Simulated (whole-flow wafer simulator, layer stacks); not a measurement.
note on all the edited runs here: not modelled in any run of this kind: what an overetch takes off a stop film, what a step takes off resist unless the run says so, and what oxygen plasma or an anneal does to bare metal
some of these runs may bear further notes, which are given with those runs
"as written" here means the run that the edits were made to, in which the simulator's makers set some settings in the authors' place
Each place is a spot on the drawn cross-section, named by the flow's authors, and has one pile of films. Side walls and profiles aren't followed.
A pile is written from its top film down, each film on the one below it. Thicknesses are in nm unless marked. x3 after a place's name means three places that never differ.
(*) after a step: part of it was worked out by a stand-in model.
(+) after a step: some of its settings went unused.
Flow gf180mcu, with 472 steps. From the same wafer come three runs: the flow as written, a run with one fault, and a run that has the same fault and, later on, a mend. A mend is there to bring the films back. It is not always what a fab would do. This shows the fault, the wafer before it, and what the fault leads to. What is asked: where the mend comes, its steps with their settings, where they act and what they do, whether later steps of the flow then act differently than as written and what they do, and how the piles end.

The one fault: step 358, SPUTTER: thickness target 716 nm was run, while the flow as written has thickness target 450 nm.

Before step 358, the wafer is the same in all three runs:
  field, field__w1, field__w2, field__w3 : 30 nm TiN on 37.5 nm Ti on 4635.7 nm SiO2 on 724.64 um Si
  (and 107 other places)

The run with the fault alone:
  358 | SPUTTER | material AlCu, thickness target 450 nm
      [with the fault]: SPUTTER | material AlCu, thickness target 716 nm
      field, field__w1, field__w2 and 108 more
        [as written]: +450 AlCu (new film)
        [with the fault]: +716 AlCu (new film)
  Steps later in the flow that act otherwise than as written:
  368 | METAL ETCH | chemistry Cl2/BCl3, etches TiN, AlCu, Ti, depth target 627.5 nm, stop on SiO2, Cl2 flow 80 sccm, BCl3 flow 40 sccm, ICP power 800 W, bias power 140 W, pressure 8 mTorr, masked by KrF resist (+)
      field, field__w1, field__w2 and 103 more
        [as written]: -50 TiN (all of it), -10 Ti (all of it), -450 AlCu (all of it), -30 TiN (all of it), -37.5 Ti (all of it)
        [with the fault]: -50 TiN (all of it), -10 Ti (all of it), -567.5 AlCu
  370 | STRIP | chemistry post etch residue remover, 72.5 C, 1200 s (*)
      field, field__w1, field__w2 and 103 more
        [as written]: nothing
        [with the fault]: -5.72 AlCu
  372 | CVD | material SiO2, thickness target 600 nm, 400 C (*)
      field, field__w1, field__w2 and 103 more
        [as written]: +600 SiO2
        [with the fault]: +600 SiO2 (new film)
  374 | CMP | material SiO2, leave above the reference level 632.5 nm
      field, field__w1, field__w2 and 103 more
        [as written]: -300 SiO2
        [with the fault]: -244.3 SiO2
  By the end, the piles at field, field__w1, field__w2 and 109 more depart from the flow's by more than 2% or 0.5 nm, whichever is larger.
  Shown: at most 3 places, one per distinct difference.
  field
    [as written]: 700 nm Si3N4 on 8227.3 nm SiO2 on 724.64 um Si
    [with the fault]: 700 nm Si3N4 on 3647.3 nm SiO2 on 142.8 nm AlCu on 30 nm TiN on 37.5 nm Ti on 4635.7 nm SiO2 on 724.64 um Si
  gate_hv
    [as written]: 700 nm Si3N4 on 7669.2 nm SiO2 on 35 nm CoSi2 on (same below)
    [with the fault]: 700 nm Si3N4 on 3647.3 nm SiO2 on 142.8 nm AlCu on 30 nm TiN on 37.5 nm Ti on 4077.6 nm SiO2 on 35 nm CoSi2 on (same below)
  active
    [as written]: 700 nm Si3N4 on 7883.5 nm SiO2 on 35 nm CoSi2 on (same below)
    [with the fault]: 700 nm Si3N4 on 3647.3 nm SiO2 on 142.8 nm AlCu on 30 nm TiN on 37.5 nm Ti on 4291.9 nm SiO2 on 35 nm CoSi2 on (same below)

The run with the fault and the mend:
  The mend stands after step 358.
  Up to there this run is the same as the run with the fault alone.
  358a | METAL ETCH | chemistry Cl2/BCl3, etches TiN, AlCu, Ti, depth target 266 nm, Cl2 flow 80 sccm, BCl3 flow 40 sccm, ICP power 800 W, bias power 140 W, pressure 8 mTorr (the flow's step 260, run once more with other settings)
      field, field__w1, field__w2 and 108 more
        -266 AlCu
  None of the later steps of the flow acts differently than as written at any place that is followed.
  At every place that both follow, the piles at the end match the flow's.
